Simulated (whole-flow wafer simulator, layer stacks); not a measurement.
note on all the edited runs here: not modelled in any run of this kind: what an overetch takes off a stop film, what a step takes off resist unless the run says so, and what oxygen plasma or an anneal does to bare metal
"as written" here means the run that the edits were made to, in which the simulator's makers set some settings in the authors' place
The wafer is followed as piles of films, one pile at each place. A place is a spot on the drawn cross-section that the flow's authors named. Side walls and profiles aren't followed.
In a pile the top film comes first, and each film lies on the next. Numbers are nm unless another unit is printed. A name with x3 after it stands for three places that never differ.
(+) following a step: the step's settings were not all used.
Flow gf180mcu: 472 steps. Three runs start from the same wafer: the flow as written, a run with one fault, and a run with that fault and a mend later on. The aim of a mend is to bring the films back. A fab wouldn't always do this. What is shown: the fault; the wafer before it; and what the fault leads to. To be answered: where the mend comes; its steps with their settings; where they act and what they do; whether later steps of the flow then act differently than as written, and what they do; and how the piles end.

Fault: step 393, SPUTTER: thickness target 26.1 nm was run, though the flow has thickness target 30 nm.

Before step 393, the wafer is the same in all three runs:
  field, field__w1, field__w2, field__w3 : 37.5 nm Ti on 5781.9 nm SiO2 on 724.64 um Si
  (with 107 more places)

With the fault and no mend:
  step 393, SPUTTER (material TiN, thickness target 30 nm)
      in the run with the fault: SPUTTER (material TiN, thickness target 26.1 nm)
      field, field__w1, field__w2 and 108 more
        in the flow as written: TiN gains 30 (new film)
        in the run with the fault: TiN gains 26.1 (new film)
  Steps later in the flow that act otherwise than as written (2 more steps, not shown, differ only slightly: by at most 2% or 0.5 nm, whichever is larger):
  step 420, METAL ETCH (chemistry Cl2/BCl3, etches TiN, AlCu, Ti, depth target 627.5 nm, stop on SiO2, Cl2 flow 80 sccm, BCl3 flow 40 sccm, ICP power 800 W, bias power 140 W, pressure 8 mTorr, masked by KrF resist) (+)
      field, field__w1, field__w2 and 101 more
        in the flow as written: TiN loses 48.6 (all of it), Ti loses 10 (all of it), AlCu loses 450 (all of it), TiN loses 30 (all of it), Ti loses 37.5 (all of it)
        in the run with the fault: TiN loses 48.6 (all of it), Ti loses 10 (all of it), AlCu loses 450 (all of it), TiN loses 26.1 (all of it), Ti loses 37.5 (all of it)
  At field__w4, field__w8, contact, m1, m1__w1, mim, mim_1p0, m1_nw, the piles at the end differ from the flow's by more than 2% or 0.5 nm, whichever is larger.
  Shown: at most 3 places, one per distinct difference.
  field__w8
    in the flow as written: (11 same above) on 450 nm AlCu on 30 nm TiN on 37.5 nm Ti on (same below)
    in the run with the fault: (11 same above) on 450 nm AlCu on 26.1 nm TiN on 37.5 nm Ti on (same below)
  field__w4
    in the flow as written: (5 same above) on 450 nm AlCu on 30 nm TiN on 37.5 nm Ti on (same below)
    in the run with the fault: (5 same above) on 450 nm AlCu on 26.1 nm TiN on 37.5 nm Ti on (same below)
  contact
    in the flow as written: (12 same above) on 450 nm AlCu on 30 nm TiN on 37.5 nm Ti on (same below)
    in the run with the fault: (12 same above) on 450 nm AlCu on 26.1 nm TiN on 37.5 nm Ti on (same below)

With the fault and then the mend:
  The mend follows step 393.
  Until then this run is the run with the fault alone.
  step 393a, SPUTTER (material TiN, thickness target 3.9 nm) (the flow's step 393 again, with other settings)
      field, field__w1, field__w2 and 108 more
        TiN gains 3.9
  None of the later steps of the flow acts differently than as written at any place that is followed.
  By the end, the piles equal the flow's at every place that both follow.
